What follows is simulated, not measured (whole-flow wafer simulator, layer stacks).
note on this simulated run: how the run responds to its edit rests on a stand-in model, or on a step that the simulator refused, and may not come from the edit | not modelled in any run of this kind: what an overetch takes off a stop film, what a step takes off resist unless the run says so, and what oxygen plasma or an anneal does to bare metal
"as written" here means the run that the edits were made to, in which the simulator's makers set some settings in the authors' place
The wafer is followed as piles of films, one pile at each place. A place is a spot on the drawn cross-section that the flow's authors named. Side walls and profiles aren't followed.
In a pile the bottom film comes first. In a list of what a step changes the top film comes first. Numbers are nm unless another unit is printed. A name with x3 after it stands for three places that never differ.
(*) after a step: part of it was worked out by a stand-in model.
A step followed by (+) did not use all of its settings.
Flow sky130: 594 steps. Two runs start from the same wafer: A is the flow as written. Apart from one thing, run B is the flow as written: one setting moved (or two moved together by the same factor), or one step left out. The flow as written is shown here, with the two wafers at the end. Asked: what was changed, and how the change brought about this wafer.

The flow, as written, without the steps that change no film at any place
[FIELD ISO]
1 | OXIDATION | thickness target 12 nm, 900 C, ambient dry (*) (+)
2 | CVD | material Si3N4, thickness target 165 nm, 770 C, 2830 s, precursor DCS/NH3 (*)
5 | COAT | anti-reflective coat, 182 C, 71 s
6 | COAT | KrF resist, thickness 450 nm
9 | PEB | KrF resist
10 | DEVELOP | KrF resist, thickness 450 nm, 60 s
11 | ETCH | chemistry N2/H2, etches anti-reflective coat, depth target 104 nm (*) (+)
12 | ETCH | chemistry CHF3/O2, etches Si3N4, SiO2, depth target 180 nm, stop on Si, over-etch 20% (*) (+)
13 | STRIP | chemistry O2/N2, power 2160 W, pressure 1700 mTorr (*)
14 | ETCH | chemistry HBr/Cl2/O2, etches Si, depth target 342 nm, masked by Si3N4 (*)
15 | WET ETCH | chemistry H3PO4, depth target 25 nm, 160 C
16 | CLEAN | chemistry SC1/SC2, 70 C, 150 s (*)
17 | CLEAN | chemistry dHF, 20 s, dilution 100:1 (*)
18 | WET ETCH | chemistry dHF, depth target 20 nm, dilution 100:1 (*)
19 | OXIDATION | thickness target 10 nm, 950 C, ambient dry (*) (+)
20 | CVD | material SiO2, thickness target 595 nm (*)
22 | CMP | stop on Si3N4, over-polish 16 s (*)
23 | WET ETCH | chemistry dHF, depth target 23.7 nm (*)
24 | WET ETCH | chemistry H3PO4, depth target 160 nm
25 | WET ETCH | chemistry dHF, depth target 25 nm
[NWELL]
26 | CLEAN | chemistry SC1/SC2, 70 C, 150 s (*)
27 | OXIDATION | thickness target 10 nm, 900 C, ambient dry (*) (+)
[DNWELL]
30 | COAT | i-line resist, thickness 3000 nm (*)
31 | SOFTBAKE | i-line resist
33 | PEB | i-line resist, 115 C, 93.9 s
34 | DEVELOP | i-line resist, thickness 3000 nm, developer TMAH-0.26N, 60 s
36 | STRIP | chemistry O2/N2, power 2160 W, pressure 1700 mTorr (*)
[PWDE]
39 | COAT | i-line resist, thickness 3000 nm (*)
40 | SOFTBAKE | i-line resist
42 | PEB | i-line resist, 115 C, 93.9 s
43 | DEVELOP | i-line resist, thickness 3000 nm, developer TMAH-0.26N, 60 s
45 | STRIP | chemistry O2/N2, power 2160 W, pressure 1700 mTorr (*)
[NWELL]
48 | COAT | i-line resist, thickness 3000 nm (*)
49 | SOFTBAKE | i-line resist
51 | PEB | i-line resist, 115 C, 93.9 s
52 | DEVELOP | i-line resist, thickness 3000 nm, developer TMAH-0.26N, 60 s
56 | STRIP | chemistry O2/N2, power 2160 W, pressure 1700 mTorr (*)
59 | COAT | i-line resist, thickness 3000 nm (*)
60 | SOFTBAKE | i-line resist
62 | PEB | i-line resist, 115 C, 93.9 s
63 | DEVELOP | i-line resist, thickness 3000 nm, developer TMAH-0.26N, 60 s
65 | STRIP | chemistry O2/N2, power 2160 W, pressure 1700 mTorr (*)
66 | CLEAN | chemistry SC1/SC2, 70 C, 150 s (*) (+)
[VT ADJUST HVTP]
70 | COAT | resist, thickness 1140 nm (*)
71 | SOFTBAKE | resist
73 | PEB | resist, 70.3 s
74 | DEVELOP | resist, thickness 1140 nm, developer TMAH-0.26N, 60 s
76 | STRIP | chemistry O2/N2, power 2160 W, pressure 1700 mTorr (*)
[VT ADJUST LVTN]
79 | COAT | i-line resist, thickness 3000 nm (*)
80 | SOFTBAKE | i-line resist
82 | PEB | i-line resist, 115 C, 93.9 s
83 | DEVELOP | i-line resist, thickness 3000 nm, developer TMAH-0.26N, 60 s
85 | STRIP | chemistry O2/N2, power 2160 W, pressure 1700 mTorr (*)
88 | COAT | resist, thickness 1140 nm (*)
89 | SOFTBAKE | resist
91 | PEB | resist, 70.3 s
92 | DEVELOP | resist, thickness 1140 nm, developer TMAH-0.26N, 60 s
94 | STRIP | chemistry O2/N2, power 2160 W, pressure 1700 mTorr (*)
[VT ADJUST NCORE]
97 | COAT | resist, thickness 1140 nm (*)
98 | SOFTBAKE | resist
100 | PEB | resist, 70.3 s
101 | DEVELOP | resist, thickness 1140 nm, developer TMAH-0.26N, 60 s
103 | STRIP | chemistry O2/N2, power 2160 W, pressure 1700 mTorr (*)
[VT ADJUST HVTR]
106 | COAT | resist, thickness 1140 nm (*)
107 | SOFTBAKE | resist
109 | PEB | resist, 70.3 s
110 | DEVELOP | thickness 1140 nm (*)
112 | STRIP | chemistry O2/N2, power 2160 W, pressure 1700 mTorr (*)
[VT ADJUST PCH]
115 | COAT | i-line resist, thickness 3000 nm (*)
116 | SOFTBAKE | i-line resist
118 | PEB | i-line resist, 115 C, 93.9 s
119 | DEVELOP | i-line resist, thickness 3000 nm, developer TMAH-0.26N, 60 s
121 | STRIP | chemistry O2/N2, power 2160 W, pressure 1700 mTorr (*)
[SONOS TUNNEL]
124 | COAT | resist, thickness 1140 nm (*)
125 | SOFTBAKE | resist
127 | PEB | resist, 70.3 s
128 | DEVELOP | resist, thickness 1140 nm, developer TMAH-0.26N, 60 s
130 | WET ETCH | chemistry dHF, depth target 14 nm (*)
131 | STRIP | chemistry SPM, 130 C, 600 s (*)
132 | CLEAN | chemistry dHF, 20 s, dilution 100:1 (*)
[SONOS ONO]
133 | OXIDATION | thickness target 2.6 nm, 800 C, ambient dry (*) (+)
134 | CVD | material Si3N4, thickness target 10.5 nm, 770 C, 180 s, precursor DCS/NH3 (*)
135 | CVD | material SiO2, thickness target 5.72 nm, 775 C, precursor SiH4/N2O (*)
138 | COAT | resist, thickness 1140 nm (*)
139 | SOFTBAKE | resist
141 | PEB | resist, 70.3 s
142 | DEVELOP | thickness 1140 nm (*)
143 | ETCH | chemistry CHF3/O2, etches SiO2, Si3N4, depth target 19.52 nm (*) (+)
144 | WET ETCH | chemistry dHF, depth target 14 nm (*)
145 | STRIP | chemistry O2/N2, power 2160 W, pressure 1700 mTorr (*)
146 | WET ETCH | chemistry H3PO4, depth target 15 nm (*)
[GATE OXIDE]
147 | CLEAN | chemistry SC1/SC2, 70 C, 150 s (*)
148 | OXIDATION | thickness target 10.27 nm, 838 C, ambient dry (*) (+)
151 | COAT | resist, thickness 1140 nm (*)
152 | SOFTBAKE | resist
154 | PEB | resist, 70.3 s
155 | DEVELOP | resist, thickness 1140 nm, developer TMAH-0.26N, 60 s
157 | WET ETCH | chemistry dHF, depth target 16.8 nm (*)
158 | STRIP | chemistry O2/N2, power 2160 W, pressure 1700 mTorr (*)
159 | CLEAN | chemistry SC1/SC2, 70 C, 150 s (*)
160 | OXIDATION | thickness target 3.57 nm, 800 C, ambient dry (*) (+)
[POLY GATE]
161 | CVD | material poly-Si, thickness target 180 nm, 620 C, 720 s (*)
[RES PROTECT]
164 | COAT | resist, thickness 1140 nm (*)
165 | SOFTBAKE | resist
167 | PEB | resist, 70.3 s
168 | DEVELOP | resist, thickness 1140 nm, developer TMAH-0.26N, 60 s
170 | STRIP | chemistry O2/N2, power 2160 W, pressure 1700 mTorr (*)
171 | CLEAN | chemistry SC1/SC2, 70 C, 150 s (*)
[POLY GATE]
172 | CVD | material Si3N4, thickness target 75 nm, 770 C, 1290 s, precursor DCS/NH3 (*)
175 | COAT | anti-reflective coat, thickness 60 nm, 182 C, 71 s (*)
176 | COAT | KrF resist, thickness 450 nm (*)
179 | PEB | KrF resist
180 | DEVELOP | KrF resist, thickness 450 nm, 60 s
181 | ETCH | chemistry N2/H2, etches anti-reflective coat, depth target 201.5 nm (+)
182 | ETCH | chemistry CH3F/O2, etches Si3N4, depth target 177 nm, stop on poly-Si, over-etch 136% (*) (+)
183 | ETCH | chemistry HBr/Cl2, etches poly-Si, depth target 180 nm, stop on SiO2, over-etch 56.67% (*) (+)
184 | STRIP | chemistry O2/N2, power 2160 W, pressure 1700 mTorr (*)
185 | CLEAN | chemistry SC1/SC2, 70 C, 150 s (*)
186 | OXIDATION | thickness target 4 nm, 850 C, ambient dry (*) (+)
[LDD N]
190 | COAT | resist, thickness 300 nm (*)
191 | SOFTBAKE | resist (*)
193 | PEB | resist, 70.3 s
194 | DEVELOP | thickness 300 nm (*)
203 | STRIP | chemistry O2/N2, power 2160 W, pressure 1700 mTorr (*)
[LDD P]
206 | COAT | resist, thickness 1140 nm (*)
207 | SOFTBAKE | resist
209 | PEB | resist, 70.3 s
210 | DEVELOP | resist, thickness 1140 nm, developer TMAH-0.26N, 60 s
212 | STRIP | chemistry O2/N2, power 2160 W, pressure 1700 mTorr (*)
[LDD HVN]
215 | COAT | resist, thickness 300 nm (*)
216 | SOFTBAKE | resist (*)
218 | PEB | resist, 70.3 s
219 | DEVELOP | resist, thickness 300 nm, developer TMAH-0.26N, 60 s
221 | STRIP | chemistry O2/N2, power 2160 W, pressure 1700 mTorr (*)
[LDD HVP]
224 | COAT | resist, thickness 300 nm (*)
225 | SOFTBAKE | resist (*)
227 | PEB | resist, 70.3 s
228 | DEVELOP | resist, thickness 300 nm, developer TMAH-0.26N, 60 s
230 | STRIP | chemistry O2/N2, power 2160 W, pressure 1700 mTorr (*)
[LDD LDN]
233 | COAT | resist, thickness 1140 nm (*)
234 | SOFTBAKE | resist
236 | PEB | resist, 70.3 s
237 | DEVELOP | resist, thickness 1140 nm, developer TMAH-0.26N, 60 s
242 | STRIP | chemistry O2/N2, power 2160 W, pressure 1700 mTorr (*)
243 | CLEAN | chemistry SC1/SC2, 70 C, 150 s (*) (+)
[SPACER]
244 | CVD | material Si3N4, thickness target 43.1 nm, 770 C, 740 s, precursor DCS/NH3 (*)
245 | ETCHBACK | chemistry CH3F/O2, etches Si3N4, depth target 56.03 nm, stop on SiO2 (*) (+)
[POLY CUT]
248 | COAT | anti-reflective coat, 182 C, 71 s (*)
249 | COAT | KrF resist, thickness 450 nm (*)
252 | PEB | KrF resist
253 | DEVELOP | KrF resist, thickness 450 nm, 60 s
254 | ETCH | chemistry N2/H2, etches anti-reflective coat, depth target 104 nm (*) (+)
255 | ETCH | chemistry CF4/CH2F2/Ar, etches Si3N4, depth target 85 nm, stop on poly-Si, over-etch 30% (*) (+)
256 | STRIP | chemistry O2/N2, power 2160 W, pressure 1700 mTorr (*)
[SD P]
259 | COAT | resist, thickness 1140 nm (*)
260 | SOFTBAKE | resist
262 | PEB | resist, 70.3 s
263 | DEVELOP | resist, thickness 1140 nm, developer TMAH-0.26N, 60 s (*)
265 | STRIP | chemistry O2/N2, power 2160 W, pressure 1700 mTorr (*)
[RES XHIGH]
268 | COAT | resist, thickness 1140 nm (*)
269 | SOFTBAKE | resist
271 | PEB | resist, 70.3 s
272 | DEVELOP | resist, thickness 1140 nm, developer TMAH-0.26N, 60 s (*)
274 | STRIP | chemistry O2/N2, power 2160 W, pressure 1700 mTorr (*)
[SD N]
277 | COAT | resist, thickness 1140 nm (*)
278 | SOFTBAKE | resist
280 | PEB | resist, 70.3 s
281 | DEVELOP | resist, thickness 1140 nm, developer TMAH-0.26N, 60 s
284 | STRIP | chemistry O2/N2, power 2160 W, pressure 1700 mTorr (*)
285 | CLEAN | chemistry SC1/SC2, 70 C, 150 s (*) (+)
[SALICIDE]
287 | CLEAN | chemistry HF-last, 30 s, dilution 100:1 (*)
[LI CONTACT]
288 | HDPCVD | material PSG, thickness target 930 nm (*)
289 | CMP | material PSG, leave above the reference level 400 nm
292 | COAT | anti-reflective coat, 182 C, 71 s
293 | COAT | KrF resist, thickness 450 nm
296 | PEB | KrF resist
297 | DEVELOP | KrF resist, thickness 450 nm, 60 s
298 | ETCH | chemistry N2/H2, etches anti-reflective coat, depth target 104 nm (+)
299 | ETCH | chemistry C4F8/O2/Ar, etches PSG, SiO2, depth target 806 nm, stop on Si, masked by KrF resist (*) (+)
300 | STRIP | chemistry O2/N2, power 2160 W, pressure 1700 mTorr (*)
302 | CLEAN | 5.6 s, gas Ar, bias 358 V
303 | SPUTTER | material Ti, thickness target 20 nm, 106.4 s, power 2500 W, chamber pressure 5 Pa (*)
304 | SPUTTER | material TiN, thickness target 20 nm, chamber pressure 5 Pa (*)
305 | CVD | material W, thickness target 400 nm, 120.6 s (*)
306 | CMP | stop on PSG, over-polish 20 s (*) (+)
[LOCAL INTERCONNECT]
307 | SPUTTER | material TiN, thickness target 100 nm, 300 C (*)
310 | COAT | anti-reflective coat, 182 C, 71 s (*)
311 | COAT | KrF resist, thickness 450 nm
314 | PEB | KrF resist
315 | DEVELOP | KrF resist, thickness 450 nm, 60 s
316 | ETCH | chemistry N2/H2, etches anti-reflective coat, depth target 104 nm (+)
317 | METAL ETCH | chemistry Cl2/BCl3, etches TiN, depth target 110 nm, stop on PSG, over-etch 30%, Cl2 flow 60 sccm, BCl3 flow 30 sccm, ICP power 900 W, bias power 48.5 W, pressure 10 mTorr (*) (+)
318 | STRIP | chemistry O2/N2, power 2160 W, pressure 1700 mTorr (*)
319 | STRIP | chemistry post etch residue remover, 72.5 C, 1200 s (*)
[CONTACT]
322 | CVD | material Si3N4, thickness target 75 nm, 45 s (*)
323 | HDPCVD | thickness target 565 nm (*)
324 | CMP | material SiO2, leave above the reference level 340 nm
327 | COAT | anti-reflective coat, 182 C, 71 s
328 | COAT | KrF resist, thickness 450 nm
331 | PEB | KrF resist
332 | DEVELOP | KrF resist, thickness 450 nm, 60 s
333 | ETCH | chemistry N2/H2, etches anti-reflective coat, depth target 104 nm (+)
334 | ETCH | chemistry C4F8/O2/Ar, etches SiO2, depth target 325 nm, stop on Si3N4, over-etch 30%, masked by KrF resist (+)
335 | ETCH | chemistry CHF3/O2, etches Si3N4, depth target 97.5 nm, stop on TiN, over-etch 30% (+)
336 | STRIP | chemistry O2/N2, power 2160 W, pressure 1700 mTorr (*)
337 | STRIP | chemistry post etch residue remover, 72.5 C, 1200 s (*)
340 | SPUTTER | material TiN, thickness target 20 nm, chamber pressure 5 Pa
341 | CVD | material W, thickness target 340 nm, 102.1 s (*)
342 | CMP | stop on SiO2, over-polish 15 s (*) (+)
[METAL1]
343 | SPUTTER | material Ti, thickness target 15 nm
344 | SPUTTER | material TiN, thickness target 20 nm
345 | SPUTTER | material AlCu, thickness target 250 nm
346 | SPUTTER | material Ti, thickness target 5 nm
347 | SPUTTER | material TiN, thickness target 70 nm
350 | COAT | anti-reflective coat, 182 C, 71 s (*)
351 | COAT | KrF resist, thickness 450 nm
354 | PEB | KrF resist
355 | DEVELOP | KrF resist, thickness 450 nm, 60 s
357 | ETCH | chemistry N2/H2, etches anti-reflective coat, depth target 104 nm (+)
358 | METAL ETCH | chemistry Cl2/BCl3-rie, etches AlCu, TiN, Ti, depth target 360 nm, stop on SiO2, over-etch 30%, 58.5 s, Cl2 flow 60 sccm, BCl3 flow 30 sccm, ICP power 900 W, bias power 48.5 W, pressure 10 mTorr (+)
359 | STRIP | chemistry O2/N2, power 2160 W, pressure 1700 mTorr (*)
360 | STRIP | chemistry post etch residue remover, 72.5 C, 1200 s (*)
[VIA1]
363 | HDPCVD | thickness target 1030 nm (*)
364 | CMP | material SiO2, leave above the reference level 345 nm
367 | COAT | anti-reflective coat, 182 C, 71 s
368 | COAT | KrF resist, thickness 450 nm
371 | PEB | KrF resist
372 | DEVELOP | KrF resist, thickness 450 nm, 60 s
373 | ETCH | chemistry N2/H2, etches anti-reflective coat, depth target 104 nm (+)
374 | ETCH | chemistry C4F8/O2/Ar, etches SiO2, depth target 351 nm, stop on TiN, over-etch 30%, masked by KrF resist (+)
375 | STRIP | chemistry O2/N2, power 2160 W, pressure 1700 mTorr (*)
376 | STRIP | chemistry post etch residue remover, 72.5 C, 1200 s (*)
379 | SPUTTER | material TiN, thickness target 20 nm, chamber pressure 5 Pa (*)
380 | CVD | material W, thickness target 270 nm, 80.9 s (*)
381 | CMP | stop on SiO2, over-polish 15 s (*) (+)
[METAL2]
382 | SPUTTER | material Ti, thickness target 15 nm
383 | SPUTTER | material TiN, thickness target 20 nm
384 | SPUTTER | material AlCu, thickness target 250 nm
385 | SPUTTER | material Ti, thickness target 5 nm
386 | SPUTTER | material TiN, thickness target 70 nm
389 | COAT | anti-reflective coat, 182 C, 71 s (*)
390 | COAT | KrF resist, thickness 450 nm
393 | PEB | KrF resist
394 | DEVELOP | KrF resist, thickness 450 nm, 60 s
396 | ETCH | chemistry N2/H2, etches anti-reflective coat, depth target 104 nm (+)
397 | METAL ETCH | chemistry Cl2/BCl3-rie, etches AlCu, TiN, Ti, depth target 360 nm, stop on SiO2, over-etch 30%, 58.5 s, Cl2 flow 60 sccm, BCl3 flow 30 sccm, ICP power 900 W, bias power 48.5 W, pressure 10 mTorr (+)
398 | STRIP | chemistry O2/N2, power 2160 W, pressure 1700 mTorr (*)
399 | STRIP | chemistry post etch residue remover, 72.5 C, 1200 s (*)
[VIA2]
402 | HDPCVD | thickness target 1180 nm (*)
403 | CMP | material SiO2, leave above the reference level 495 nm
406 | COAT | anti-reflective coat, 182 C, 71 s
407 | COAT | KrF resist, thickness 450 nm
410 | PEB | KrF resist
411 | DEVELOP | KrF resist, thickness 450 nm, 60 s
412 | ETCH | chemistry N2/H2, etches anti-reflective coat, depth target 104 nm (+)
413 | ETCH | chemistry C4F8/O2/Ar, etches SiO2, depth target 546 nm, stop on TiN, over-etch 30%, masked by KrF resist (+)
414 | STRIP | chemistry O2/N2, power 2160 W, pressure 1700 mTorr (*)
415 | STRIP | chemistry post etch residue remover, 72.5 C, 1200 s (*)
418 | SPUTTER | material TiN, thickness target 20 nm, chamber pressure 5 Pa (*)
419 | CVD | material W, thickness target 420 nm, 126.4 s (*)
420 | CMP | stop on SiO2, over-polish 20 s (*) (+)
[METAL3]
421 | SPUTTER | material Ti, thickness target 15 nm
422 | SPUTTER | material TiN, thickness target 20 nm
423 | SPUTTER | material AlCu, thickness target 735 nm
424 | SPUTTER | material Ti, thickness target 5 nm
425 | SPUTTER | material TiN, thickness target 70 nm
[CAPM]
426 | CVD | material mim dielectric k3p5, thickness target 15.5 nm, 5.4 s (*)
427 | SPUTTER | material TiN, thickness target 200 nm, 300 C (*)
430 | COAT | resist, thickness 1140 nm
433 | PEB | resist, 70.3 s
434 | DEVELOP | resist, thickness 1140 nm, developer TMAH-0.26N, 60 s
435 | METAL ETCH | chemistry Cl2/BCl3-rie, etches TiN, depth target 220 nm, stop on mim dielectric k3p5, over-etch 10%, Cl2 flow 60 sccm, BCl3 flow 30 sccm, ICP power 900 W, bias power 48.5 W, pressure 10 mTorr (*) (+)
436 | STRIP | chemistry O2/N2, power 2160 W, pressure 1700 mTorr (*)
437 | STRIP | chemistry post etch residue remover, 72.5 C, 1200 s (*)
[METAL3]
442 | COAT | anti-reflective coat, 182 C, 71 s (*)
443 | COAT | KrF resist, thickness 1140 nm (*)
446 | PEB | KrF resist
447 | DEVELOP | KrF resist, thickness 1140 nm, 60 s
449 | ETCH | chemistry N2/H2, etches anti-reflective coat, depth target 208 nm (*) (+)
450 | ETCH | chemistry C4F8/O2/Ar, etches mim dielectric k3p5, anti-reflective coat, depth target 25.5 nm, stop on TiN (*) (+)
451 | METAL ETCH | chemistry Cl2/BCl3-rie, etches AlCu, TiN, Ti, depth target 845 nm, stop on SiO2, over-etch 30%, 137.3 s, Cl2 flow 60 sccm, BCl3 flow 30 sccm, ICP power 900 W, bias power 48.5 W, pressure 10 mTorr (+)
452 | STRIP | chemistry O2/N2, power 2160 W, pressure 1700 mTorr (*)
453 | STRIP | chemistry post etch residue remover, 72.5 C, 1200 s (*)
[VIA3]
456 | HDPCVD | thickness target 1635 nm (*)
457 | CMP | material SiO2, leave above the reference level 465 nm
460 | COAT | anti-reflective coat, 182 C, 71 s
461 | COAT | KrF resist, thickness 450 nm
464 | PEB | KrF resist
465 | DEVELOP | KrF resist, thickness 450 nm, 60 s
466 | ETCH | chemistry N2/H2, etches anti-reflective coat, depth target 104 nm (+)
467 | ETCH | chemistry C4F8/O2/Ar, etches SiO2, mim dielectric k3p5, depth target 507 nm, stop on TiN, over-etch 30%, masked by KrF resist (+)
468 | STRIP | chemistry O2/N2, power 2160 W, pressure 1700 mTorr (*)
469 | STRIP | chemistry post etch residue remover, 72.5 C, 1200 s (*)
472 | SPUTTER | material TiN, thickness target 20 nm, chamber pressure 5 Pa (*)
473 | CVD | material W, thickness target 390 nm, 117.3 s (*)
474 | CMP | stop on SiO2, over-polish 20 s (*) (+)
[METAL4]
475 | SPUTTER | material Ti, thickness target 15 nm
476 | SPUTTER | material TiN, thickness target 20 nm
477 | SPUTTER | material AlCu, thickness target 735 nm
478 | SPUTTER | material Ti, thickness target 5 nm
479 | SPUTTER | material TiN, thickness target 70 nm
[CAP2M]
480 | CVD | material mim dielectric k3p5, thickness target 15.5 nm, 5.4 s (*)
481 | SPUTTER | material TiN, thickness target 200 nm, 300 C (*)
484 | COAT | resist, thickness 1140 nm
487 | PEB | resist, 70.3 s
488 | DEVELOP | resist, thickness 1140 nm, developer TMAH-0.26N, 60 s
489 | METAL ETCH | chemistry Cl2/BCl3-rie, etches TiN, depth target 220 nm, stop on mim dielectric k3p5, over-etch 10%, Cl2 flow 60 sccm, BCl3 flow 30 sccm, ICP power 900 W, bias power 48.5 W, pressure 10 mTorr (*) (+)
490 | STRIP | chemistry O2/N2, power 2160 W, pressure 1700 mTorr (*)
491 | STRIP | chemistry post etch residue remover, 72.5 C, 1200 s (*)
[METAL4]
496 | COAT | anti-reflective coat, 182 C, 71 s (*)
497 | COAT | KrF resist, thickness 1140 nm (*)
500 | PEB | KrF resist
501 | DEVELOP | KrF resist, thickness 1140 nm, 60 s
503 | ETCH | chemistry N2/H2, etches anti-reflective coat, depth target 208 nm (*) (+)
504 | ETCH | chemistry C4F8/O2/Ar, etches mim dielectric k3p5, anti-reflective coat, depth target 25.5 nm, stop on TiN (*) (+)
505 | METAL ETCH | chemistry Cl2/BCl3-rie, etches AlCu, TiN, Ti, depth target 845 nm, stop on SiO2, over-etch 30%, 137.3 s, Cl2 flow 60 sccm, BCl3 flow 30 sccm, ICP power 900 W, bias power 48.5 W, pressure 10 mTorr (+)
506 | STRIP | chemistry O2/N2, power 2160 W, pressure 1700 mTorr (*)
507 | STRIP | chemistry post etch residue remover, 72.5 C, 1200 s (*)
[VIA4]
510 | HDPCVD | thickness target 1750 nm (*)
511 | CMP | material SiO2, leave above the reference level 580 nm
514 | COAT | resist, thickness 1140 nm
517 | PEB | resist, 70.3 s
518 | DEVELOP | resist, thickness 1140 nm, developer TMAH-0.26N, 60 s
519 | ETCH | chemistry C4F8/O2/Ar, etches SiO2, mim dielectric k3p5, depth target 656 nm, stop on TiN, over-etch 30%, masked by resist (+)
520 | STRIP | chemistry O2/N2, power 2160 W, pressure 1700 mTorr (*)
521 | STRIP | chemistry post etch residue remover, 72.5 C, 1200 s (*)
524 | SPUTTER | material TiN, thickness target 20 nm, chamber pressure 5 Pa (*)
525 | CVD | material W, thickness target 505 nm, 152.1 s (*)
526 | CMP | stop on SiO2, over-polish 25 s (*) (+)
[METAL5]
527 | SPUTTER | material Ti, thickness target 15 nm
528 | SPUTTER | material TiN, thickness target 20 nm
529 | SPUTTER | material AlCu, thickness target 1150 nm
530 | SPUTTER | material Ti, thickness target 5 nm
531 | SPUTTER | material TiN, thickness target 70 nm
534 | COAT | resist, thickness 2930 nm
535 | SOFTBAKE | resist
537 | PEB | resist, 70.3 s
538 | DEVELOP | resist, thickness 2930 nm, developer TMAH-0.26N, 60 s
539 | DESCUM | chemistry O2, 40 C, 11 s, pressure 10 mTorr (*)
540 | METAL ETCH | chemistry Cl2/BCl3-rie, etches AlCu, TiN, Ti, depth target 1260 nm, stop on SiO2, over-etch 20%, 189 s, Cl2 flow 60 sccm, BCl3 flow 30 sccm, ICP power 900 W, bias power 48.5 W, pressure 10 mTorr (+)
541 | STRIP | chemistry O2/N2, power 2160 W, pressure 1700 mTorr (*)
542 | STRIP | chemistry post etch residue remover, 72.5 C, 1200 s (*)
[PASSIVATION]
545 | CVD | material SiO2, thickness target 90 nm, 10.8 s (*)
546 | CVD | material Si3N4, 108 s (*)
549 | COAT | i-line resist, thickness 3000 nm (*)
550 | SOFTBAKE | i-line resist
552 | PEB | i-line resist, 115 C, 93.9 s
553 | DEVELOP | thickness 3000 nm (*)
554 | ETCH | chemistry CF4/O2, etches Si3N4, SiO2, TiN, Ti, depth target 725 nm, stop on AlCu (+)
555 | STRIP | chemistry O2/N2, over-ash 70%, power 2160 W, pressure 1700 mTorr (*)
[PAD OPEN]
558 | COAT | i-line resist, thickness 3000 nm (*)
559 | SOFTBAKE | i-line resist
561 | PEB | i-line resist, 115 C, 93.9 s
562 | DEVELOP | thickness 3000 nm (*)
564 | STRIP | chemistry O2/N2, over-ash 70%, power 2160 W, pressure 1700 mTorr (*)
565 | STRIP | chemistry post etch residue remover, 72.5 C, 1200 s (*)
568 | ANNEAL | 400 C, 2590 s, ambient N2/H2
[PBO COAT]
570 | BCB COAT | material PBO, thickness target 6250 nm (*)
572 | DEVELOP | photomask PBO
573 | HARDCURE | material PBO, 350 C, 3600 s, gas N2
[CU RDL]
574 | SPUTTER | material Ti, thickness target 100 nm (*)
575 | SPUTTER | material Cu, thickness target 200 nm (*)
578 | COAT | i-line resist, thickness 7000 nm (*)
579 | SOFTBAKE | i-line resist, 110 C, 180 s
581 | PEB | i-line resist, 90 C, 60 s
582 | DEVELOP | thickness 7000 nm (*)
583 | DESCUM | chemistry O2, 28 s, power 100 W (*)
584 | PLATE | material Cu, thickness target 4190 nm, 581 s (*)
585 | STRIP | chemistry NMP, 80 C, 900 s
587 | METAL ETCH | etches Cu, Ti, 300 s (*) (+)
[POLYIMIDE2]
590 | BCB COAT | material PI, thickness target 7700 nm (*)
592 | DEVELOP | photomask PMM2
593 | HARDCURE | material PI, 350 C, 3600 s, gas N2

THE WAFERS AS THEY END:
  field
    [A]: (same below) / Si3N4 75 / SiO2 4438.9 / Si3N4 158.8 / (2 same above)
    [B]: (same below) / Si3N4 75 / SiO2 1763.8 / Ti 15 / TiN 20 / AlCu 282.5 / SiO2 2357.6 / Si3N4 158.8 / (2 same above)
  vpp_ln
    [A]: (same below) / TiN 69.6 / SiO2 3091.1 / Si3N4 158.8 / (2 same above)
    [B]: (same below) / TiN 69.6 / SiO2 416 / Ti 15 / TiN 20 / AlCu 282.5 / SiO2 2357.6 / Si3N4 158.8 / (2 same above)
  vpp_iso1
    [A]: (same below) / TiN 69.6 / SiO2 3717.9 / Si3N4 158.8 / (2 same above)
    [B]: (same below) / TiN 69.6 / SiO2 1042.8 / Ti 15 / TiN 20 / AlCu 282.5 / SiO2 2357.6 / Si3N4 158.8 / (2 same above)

Cause: step 451, METAL ETCH: depth target 401.4 nm was run, though the flow has depth target 845 nm; step 451, METAL ETCH: 65.2 s was run, where the flow has 137.3 s.

Step by step, how the change led to this:
  451 | METAL ETCH | chemistry Cl2/BCl3-rie, etches AlCu, TiN, Ti, depth target 845 nm, stop on SiO2, over-etch 30%, 137.3 s, Cl2 flow 60 sccm, BCl3 flow 30 sccm, ICP power 900 W, bias power 48.5 W, pressure 10 mTorr (+)
      field, gate, spacer and 68 more: A -70 TiN (all of it), -5 Ti (all of it), -735 AlCu (all of it), -20 TiN (all of it), -15 Ti (all of it), -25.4 SiO2 | B -70 TiN (all of it), -5 Ti (all of it), -446.8 AlCu
      active, vpp_ln, vpp_iso2 and 11 more: A -70 TiN (all of it), -5 Ti (all of it), -735 AlCu (all of it), -20 TiN (all of it), -15 Ti (all of it), -25.3 SiO2 | B -70 TiN (all of it), -5 Ti (all of it), -446.8 AlCu
      (also at 107 further places)
  452 | STRIP | chemistry O2/N2, power 2160 W, pressure 1700 mTorr (*)
      dice_street, pplus_nw, sd_hvn and 66 more: A -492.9 KrF resist (all of it), -80 anti-reflective coat (all of it) | B -781.3 KrF resist (all of it), -80 anti-reflective coat (all of it)
      n_well, p_well, gate_hv and 13 more: A -492.9 KrF resist (all of it), -80 anti-reflective coat (all of it) | B -781.2 KrF resist (all of it), -80 anti-reflective coat (all of it)
      (also at 22 further places)
  453 | STRIP | chemistry post etch residue remover, 72.5 C, 1200 s (*)
      field, active, gate and 82 more: A nothing | B -5.72 AlCu
  456 | HDPCVD | thickness target 1635 nm (*)
      field, active, gate and 82 more: A +1635 SiO2 | B +1635 SiO2 (new film)
  457 | CMP | material SiO2, leave above the reference level 465 nm
      field, active, gate and 82 more: A -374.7 SiO2 | B -717.5 SiO2
With metal films that touch counted as one body, field has 1 body; the flow as written gives 0 bodies.
With metal films that touch counted as one body, vpp_ln has 3 bodies (between them, from the top down: SiO2 416; SiO2 267.2); the flow as written gives 2 bodies (between them, from the top down: SiO2 267.2).
With metal films that touch counted as one body, vpp_iso1 has 2 bodies (between them, from the top down: SiO2 1042.8); the flow as written gives 1 body.
